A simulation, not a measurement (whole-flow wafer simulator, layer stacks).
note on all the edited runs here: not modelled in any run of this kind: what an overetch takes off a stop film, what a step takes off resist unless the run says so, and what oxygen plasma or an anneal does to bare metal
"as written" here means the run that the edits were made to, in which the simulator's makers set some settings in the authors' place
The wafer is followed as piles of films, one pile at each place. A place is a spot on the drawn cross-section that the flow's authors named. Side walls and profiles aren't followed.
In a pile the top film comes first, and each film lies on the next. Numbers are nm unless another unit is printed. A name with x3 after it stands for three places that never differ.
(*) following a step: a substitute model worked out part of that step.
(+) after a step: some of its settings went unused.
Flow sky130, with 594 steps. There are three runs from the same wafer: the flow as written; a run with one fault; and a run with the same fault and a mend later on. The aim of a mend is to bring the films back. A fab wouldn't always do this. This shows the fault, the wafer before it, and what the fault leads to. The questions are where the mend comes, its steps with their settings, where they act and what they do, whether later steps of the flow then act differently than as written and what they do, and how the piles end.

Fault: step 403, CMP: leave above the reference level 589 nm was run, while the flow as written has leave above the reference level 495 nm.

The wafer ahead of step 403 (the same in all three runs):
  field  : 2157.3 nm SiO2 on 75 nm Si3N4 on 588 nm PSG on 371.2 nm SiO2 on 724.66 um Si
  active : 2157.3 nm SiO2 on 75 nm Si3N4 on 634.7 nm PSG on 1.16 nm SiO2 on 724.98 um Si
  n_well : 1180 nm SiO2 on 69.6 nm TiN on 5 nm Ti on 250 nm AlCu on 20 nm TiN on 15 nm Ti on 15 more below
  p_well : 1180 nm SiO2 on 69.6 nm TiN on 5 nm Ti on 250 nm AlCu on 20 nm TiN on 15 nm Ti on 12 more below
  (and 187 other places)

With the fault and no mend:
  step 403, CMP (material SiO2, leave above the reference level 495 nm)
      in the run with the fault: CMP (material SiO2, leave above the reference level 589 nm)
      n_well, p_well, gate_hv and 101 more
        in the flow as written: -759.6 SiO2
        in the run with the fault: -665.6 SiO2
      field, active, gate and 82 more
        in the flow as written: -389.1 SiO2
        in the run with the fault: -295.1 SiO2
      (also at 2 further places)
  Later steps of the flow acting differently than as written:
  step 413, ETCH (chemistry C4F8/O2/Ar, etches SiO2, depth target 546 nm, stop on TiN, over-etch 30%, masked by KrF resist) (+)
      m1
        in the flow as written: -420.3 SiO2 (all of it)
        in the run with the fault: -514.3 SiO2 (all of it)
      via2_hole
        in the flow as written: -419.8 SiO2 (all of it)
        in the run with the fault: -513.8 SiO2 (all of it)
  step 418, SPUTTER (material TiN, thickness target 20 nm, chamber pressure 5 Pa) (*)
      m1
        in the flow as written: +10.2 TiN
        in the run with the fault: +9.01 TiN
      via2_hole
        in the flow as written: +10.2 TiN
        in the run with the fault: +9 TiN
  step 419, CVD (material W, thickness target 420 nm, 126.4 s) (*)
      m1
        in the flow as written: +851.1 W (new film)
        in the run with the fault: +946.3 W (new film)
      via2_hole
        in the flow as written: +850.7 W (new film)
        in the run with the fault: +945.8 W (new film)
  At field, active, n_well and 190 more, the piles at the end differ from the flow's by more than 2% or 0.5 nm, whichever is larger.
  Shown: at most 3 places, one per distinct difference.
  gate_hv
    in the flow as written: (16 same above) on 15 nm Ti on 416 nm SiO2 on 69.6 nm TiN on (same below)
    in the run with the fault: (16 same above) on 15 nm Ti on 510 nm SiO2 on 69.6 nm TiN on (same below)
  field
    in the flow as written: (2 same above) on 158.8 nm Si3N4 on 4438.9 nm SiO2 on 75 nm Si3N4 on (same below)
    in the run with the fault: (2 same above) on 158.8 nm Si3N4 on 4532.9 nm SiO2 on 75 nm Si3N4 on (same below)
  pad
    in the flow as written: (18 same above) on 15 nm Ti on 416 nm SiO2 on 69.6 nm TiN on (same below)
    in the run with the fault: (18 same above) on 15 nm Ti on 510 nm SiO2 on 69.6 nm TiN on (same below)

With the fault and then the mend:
  The mend follows step 403.
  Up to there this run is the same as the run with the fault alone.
  step 403a, CMP (material SiO2, leave above the reference level 495 nm) (the flow's step 403, run once more)
      field, active, n_well and 188 more
        -94 SiO2
  Every later step of the flow that is run acts as written at every place that is followed.
  At every place that both follow, the piles at the end match the flow's.
